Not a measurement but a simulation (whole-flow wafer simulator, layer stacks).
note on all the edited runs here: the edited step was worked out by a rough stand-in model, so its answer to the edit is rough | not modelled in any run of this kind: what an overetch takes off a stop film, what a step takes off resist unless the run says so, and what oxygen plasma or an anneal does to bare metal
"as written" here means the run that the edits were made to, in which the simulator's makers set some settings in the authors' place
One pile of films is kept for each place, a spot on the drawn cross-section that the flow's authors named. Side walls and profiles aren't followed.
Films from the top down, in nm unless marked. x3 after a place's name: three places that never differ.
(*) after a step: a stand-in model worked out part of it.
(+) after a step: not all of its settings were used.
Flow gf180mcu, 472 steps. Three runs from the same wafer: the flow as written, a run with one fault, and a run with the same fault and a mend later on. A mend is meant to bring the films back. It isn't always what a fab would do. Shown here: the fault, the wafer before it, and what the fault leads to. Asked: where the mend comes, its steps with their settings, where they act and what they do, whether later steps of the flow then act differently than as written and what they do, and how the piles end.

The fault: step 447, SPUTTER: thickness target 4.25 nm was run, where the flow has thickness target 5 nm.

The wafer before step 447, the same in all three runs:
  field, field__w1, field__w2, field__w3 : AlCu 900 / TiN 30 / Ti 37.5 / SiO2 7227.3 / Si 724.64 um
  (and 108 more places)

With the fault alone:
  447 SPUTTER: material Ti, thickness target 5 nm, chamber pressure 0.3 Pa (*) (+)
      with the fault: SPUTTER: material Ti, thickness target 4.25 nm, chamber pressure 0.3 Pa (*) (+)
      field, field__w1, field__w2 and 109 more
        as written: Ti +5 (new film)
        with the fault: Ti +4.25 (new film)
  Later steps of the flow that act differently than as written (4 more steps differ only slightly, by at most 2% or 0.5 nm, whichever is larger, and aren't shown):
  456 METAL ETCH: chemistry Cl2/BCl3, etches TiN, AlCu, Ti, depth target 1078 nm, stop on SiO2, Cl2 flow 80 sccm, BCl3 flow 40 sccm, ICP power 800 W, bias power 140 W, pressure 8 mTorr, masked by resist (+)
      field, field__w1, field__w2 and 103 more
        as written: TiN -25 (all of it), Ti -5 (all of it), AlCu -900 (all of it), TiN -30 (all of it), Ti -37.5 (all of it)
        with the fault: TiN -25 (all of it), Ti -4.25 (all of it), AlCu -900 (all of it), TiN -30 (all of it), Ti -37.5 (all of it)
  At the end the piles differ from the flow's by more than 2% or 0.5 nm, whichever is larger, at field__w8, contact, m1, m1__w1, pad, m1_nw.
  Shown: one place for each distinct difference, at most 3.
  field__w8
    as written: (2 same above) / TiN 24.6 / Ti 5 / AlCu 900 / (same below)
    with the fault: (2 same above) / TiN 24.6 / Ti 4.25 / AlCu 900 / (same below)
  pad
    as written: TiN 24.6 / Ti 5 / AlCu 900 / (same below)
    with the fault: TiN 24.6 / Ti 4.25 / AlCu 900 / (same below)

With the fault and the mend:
  The mend comes after step 447.
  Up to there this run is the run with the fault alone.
  447a SPUTTER: material Ti, thickness target 0.75 nm, chamber pressure 0.3 Pa (*) (+) (the flow's step 447 once more, with other settings)
      field, field__w1, field__w2 and 109 more
        Ti +0.75
  No later step of the flow acts differently than as written at any place that is followed.
  At the end the piles are the same as the flow's at every place that both follow.
